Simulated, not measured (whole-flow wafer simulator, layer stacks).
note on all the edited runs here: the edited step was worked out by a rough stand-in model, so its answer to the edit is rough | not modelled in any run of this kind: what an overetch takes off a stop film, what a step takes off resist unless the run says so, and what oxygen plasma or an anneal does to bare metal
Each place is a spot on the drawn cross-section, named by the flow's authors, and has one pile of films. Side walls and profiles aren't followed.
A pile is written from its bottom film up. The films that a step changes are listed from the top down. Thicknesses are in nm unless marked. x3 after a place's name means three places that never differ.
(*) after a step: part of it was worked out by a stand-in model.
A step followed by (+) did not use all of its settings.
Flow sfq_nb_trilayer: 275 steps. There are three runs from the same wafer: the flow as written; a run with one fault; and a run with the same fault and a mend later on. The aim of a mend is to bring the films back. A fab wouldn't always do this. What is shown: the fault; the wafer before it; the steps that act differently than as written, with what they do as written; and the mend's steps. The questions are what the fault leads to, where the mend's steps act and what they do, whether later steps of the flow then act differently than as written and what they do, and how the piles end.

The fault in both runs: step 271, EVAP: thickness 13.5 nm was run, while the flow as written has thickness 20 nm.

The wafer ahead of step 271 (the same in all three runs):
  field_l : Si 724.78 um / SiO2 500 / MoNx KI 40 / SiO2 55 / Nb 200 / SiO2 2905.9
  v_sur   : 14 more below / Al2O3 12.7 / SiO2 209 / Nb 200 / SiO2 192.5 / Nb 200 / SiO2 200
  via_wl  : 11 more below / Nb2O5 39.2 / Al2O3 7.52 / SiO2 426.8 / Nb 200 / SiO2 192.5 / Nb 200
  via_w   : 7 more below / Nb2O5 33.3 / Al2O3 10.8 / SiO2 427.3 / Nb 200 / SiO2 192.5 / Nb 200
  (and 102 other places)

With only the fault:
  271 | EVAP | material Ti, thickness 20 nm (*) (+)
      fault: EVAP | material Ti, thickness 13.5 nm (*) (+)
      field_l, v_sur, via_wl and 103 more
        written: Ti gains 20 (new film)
        fault: Ti gains 13.5 (new film)
  Steps later in the flow that act otherwise than as written:
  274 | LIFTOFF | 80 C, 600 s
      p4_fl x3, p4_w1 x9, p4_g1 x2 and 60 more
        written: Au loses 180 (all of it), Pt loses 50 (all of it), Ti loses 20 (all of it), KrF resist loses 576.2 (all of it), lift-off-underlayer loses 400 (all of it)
        fault: Au loses 180 (all of it), Pt loses 50 (all of it), Ti loses 13.5 (all of it), KrF resist loses 576.2 (all of it), lift-off-underlayer loses 400 (all of it)
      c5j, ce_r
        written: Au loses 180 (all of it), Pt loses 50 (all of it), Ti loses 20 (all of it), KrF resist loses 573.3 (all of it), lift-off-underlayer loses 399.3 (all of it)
        fault: Au loses 180 (all of it), Pt loses 50 (all of it), Ti loses 13.5 (all of it), KrF resist loses 573.3 (all of it), lift-off-underlayer loses 399.3 (all of it)
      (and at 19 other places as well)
  By the end, the piles at field_l, v_sur, via_wl and 8 more depart from the flow's by more than 2% or 0.5 nm, whichever is larger.
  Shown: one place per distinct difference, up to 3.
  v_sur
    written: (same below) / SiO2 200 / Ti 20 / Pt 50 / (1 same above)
    fault: (same below) / SiO2 200 / Ti 13.5 / Pt 50 / (1 same above)
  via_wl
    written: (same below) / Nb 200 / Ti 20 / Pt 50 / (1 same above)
    fault: (same below) / Nb 200 / Ti 13.5 / Pt 50 / (1 same above)
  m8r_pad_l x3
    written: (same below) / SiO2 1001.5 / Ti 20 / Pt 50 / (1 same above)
    fault: (same below) / SiO2 1001.5 / Ti 13.5 / Pt 50 / (1 same above)

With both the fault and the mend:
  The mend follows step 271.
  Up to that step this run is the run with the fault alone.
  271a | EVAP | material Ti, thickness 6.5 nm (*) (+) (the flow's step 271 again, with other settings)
      field_l, v_sur, via_wl and 103 more
        Ti gains 6.5
  None of the later steps of the flow acts differently than as written at any place that is followed.
  By the end, the piles equal the flow's at every place that both follow.
